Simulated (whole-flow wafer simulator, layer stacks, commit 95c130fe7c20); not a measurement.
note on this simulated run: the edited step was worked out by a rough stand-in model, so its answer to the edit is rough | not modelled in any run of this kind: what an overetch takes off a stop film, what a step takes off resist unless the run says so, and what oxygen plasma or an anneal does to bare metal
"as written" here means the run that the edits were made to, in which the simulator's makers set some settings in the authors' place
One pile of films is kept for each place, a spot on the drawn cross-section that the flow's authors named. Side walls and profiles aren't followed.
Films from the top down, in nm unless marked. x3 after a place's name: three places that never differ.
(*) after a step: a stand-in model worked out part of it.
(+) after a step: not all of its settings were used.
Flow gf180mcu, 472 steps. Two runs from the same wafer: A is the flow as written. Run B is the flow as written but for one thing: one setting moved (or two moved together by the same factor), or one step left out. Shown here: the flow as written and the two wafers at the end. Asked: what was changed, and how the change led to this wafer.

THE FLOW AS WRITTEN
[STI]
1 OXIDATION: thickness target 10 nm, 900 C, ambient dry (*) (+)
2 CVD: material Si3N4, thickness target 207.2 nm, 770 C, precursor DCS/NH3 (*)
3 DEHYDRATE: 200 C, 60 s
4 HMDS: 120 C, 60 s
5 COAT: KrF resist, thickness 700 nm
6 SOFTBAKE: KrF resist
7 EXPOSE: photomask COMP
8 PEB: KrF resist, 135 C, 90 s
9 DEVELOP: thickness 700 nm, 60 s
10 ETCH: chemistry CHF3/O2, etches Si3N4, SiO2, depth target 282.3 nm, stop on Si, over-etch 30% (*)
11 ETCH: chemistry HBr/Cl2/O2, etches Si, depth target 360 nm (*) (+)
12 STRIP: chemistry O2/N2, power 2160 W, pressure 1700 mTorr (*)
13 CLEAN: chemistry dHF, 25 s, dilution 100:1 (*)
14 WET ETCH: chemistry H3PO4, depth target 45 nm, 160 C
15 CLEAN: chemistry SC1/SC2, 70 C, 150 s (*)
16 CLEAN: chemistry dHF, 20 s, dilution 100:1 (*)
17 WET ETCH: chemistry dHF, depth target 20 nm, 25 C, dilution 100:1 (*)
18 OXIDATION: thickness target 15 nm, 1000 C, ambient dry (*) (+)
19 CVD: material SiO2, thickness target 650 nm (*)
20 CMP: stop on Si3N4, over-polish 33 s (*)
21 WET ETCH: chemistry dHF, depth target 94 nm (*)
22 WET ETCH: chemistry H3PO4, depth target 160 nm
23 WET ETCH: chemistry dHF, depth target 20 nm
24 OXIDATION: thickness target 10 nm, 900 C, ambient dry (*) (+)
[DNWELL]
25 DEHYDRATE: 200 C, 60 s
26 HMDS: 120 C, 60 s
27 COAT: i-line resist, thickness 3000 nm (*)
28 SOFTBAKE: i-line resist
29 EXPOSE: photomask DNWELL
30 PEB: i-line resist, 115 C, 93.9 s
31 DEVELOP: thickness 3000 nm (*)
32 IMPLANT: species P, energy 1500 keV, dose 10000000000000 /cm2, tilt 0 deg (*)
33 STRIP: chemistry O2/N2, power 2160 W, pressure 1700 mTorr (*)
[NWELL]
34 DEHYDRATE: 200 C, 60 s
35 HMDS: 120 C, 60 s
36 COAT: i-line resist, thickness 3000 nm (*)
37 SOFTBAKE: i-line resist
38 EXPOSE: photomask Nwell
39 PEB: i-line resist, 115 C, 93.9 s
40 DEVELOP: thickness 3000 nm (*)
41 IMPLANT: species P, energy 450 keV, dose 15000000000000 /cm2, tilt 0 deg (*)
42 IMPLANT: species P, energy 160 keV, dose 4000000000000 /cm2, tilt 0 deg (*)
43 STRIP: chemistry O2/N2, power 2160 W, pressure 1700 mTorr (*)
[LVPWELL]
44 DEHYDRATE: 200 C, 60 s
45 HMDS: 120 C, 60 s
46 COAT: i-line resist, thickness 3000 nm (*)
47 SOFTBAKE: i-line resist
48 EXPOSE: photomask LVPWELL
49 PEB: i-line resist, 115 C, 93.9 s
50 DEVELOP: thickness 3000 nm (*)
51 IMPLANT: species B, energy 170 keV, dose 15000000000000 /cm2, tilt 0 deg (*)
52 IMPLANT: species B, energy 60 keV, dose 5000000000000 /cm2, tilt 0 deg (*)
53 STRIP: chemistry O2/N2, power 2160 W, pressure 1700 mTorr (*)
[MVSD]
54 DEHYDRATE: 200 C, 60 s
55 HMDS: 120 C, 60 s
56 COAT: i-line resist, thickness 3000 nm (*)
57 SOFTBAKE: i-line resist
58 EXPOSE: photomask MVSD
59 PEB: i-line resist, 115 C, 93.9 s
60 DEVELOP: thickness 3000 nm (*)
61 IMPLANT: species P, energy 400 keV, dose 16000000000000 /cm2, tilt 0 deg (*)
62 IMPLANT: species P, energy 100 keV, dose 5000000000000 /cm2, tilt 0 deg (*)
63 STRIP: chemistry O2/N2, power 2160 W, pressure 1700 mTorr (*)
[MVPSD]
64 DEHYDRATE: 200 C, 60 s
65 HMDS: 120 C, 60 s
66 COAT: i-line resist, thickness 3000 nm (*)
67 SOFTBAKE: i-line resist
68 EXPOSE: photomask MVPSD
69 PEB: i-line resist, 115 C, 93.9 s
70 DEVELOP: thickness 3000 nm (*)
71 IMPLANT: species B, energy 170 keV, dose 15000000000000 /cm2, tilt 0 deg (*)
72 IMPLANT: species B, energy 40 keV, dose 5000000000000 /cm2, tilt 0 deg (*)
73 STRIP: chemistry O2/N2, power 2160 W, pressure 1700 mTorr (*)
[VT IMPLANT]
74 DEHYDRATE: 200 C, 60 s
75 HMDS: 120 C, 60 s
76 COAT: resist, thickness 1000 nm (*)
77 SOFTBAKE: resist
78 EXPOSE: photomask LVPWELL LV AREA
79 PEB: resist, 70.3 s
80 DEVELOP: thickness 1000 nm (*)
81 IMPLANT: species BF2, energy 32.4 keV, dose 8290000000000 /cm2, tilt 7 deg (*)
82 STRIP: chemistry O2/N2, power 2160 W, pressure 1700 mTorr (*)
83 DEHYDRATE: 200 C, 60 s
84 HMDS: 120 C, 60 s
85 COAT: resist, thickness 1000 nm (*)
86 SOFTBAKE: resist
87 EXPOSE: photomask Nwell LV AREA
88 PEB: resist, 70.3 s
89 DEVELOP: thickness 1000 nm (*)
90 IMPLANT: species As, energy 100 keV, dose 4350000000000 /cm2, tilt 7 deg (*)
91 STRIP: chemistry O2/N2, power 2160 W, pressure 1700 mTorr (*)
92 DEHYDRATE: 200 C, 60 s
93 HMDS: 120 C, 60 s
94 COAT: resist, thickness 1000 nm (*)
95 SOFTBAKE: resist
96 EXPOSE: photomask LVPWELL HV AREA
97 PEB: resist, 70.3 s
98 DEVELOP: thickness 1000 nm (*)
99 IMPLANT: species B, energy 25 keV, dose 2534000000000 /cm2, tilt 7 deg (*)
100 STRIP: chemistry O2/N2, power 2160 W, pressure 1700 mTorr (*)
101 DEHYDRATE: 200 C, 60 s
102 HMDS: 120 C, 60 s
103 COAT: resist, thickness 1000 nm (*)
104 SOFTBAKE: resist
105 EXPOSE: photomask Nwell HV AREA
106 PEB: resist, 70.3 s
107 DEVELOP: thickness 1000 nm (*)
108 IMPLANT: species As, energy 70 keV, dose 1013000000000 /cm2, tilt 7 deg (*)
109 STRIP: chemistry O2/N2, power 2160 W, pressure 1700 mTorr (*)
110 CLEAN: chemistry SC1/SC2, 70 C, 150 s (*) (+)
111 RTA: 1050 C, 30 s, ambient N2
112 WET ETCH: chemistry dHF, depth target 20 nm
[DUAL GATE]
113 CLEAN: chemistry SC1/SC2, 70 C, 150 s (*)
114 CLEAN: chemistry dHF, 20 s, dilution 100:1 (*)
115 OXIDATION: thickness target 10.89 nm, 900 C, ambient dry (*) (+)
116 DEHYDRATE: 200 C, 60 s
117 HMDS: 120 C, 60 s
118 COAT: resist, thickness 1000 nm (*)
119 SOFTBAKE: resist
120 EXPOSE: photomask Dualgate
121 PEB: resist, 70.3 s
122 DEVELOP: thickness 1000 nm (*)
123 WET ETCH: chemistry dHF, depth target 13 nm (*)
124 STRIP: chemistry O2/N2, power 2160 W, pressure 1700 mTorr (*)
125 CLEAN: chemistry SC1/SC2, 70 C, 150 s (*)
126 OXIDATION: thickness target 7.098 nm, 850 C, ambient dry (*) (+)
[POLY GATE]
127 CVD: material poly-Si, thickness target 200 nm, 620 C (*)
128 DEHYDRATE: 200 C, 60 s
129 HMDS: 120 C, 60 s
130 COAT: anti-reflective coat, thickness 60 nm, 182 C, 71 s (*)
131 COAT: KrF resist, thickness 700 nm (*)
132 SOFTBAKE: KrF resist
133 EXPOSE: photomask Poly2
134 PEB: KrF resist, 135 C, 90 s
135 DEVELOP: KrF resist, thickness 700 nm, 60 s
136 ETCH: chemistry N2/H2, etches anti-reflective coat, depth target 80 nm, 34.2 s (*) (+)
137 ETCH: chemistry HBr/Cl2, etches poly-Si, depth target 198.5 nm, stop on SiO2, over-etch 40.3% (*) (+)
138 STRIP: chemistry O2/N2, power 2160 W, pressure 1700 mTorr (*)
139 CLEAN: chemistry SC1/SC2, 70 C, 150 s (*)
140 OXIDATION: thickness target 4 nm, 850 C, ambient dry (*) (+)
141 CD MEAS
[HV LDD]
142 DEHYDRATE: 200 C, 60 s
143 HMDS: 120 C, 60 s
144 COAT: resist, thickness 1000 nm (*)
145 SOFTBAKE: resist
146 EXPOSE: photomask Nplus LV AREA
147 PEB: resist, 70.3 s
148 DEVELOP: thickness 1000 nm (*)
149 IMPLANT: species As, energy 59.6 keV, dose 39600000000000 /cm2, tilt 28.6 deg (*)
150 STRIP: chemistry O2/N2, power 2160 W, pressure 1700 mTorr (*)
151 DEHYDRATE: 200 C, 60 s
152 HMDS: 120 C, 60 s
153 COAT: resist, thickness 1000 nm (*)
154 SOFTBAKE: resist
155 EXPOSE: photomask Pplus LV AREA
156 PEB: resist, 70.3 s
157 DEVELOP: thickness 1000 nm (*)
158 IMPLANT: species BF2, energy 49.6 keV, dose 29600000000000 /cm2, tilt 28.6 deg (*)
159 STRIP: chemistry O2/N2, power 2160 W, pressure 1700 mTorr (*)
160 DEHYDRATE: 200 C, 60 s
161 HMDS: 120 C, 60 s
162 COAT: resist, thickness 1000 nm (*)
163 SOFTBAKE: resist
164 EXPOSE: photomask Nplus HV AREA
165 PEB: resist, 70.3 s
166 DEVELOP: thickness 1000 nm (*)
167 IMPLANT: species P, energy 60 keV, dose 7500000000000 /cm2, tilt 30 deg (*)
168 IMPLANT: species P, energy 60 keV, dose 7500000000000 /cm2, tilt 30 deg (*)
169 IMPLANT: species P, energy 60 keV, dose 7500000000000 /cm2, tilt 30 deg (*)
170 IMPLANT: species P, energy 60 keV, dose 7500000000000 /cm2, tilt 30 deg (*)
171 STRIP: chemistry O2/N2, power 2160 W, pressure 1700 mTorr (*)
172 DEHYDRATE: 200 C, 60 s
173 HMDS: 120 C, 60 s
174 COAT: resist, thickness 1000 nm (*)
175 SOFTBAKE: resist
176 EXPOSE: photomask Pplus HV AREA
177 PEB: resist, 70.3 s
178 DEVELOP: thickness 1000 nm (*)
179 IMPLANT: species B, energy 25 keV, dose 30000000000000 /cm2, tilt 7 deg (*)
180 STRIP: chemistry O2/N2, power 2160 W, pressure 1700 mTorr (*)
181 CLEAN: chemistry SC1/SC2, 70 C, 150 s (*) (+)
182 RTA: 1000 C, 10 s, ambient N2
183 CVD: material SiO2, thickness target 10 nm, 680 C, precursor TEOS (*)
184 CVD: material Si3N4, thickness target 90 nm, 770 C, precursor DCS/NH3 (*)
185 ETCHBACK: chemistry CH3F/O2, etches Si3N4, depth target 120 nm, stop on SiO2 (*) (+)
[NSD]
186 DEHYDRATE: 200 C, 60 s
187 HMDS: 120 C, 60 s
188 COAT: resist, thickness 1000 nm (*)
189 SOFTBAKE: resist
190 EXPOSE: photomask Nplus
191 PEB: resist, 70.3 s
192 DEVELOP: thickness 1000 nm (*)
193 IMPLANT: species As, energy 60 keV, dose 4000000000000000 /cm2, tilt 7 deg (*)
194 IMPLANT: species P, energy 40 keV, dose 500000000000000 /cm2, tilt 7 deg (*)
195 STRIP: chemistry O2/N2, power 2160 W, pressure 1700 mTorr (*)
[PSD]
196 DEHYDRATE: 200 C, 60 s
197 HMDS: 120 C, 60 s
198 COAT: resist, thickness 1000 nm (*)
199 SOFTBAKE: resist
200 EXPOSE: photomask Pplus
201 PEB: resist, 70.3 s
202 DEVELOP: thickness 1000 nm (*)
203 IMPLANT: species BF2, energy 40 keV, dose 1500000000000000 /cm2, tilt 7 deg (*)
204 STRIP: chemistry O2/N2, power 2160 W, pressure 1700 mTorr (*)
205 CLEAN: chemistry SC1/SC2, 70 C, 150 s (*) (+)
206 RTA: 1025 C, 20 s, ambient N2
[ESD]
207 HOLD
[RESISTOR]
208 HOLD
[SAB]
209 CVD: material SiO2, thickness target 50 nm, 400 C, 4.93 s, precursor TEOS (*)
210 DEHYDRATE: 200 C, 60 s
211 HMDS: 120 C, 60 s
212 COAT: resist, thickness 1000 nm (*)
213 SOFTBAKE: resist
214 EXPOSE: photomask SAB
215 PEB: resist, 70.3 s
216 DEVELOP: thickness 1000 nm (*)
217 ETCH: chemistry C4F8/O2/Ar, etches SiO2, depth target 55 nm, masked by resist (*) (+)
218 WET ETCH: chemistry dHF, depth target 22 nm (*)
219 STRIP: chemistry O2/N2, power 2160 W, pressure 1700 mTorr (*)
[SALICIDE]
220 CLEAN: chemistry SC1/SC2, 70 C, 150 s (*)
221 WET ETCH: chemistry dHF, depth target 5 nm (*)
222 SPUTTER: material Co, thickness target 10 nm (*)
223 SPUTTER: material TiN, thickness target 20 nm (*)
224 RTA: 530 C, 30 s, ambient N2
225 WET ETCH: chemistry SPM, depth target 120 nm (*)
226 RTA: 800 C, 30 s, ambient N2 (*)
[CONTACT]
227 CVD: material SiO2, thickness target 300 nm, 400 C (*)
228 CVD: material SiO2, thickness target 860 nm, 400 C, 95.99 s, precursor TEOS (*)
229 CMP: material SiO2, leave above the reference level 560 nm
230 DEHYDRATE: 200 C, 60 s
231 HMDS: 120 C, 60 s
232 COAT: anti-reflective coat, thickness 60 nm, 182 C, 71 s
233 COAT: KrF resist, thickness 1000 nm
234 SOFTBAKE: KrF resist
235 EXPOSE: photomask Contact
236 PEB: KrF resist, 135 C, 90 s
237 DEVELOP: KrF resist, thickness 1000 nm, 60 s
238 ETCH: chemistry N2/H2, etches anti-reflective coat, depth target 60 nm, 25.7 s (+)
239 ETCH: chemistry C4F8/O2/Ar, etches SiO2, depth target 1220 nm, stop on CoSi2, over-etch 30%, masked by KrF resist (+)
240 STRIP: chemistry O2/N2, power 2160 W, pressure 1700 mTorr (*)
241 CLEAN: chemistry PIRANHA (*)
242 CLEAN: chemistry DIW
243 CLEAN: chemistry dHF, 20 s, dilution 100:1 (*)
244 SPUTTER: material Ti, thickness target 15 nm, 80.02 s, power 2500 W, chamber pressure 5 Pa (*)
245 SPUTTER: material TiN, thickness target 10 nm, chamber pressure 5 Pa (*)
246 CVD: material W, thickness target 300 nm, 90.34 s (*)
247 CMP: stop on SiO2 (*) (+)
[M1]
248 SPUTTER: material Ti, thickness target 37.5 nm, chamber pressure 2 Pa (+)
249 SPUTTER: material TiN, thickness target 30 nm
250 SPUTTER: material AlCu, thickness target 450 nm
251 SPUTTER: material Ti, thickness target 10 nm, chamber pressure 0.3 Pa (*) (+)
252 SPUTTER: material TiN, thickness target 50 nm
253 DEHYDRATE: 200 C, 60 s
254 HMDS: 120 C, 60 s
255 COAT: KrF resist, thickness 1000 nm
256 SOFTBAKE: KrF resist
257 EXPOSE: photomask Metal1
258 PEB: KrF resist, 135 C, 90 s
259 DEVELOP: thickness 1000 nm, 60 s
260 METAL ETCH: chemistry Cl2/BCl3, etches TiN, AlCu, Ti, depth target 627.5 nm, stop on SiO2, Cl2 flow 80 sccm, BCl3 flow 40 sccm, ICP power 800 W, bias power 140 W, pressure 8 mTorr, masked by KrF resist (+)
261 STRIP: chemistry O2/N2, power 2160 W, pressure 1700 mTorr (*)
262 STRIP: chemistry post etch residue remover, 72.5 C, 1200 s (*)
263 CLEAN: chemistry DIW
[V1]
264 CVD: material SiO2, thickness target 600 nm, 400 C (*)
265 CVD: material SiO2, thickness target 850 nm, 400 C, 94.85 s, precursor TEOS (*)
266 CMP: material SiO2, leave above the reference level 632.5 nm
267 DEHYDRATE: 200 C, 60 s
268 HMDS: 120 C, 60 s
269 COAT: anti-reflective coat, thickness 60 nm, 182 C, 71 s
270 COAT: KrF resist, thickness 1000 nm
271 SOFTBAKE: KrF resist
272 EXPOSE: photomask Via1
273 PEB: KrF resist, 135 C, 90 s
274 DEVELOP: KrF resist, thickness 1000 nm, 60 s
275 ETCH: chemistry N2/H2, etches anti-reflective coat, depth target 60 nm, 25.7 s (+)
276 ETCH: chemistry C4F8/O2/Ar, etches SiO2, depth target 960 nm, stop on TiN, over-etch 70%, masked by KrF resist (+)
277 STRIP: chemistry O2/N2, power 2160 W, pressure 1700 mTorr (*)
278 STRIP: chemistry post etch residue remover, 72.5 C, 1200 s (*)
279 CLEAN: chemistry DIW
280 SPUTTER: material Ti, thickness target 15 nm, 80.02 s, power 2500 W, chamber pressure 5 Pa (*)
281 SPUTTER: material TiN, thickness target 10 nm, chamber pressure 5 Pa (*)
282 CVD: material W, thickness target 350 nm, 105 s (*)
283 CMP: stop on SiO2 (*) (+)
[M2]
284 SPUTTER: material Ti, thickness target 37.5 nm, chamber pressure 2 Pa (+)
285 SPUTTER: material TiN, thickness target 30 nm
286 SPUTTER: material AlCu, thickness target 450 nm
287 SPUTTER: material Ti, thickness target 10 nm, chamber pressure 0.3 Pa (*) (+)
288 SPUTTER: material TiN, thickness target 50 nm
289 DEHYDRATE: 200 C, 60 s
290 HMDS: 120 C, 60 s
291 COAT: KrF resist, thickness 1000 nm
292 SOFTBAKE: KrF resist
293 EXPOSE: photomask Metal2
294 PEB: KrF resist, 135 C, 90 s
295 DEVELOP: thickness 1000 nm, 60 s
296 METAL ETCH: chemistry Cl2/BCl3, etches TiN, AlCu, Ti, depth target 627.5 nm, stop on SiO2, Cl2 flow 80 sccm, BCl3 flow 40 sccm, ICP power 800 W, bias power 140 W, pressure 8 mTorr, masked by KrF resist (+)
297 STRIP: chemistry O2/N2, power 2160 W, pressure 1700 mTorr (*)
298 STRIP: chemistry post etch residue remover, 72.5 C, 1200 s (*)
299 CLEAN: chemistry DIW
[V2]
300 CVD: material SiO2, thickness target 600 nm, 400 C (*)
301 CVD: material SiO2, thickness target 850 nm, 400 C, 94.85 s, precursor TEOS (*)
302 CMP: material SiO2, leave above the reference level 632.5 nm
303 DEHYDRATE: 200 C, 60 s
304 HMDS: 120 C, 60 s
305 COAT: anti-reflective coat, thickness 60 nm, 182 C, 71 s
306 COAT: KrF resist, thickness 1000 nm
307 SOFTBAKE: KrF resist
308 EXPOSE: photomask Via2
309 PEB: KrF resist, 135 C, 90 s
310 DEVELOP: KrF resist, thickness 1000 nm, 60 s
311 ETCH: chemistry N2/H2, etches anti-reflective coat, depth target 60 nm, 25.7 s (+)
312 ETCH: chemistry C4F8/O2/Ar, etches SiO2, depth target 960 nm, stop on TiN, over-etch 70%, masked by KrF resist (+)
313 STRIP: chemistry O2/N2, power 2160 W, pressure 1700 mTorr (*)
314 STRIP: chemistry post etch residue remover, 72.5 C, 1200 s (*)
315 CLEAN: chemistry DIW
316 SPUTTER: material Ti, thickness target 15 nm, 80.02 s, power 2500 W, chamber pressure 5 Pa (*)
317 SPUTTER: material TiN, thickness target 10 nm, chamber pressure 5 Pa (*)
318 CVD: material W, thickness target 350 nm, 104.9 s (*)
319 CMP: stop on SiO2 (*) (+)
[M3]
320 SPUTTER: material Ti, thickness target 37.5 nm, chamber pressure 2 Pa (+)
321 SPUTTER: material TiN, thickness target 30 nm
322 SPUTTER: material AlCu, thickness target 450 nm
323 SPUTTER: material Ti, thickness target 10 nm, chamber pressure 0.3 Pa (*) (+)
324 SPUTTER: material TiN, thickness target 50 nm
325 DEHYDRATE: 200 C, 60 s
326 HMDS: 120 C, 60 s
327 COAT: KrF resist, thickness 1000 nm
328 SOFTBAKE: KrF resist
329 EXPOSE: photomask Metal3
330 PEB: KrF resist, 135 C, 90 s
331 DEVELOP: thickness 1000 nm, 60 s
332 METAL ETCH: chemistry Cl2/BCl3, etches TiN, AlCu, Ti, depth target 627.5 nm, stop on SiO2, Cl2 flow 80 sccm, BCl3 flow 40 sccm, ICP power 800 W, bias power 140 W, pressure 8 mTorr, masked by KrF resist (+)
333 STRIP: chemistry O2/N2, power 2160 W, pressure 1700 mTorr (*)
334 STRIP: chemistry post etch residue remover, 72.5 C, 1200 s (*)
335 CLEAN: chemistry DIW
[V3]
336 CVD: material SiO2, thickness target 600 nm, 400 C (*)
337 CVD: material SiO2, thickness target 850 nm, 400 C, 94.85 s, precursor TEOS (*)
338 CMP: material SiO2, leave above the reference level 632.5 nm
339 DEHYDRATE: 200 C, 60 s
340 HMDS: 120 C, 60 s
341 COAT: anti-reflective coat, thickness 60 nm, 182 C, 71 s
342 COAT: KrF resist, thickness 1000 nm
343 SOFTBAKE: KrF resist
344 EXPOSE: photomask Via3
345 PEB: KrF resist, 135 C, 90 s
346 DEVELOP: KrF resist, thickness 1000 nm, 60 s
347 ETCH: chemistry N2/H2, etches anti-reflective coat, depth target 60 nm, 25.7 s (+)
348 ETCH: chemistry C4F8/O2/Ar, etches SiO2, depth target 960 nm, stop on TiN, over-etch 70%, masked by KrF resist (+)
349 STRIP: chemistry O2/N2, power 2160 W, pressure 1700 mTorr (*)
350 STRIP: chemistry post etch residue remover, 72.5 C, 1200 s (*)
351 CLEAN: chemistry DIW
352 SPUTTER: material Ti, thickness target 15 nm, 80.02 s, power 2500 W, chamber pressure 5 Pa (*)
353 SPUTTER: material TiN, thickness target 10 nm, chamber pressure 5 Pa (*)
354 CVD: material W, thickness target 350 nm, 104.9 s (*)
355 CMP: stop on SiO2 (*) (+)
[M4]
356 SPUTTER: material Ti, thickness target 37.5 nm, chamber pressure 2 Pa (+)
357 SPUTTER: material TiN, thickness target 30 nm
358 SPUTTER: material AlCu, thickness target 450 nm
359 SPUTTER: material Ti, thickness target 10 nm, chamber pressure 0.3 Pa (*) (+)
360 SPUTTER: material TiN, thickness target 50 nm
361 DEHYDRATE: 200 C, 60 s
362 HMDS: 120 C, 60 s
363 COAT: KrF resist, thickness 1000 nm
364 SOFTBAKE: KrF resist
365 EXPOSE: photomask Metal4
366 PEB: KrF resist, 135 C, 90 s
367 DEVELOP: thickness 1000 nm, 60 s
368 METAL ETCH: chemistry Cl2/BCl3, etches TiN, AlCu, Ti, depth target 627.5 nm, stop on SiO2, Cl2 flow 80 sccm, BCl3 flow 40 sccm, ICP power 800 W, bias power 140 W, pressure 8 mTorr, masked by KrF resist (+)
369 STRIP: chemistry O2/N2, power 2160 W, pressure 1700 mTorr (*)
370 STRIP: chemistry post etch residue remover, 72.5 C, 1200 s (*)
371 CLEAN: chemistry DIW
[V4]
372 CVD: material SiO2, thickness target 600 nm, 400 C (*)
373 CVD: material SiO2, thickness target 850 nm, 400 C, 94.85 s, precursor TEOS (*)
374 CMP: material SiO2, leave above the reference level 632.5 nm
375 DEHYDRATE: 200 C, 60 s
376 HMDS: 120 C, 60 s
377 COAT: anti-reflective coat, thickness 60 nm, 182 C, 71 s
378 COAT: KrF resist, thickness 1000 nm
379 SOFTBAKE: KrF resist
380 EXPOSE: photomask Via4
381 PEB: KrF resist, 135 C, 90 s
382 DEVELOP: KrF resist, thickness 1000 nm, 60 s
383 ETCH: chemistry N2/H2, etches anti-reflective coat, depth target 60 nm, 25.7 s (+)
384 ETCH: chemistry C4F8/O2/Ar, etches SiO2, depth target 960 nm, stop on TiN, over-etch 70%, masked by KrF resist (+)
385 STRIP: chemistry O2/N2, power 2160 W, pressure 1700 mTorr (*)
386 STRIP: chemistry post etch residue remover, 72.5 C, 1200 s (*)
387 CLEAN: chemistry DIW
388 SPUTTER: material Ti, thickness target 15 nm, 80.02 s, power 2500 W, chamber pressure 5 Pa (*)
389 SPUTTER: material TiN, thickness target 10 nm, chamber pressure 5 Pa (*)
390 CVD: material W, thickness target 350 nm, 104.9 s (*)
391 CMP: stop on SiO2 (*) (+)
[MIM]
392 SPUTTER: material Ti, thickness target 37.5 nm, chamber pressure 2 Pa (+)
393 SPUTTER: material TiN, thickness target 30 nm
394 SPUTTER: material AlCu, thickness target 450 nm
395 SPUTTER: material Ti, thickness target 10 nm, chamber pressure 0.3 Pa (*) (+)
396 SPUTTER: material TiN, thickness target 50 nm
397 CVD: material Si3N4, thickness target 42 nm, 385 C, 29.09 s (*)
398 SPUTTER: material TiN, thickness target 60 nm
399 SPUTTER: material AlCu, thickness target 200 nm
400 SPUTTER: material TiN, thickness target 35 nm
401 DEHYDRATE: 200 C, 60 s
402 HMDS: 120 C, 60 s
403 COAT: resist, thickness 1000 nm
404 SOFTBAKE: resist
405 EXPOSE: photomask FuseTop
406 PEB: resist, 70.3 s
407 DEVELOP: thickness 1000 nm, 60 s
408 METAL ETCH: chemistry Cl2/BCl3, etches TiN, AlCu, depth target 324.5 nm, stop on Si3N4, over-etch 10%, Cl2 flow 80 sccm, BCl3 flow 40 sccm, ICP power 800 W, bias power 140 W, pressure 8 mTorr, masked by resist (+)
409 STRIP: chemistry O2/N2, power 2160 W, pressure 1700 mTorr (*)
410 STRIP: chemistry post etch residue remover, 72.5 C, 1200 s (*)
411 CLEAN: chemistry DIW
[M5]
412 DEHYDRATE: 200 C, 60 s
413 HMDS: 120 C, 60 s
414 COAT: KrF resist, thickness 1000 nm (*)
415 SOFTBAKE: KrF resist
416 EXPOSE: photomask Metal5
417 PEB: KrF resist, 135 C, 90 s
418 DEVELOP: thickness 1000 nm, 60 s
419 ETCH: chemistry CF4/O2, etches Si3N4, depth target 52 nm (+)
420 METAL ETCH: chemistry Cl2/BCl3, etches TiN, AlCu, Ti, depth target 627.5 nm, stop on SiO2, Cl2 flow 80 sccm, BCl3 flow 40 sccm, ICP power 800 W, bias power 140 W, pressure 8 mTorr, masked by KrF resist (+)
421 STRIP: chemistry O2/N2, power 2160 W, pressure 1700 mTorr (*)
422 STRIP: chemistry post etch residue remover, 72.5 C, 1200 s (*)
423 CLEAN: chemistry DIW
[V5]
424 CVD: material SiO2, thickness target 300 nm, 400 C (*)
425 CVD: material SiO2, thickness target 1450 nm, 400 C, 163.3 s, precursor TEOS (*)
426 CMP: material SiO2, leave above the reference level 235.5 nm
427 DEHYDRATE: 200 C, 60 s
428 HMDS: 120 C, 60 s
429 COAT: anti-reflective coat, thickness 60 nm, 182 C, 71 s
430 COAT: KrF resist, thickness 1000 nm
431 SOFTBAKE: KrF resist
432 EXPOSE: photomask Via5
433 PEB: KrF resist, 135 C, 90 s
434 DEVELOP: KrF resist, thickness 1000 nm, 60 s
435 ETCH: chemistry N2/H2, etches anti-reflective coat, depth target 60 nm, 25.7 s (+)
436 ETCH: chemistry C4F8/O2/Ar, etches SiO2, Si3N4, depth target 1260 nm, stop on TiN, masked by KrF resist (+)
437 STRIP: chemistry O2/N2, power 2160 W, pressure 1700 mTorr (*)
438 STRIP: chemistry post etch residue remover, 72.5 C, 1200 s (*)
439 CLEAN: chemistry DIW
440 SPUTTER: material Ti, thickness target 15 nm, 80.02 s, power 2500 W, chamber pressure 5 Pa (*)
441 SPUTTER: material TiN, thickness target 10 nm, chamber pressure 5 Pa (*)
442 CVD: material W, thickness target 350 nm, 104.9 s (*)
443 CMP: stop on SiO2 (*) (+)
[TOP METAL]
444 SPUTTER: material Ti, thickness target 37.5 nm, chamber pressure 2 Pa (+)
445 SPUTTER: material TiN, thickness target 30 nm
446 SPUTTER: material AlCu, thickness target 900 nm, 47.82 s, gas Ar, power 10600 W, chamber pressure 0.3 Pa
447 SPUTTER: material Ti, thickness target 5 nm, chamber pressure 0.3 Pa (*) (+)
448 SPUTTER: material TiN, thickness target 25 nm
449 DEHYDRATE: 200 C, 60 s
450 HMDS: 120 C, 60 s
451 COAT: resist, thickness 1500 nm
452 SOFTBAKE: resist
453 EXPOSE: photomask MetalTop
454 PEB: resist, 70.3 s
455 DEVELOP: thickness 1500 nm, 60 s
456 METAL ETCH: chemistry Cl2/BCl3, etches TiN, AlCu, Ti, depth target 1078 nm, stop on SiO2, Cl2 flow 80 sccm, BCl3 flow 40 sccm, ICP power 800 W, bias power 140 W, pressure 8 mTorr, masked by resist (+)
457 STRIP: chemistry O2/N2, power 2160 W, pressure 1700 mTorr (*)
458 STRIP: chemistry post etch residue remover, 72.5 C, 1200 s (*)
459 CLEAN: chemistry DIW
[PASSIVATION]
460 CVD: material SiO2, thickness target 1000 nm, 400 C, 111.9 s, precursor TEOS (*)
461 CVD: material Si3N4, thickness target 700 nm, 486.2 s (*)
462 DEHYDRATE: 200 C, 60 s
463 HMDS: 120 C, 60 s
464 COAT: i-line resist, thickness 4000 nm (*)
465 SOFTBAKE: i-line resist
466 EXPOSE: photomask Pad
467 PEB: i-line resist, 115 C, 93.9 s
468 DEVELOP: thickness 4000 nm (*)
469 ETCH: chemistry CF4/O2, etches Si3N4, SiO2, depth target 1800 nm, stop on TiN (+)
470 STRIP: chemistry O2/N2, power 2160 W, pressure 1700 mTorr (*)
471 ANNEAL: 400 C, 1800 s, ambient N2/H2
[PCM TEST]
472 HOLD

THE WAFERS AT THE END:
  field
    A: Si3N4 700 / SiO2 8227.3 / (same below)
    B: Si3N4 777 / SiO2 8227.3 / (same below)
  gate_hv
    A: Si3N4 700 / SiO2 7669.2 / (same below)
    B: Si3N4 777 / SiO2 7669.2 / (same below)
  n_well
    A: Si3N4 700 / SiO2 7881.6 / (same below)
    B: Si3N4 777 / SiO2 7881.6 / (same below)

The cause: step 461, CVD: thickness target 777 nm was run, where the flow has thickness target 700 nm; step 461, CVD: 539.7 s was run, where the flow has 486.2 s.
It can be read off the wafer: field has Si3N4 777, and step 461 as written asks for 700 nm.

How the change led to this, step by step:
  461 CVD: material Si3N4, thickness target 700 nm, 486.2 s (*)
      field, field__w1, field__w2 and 109 more: A Si3N4 +700 (new film) | B Si3N4 +777 (new film)
  469 ETCH: chemistry CF4/O2, etches Si3N4, SiO2, depth target 1800 nm, stop on TiN (+)
      pad: A Si3N4 -700 (all of it), SiO2 -1000 (all of it) | B Si3N4 -777 (all of it), SiO2 -1000 (all of it)
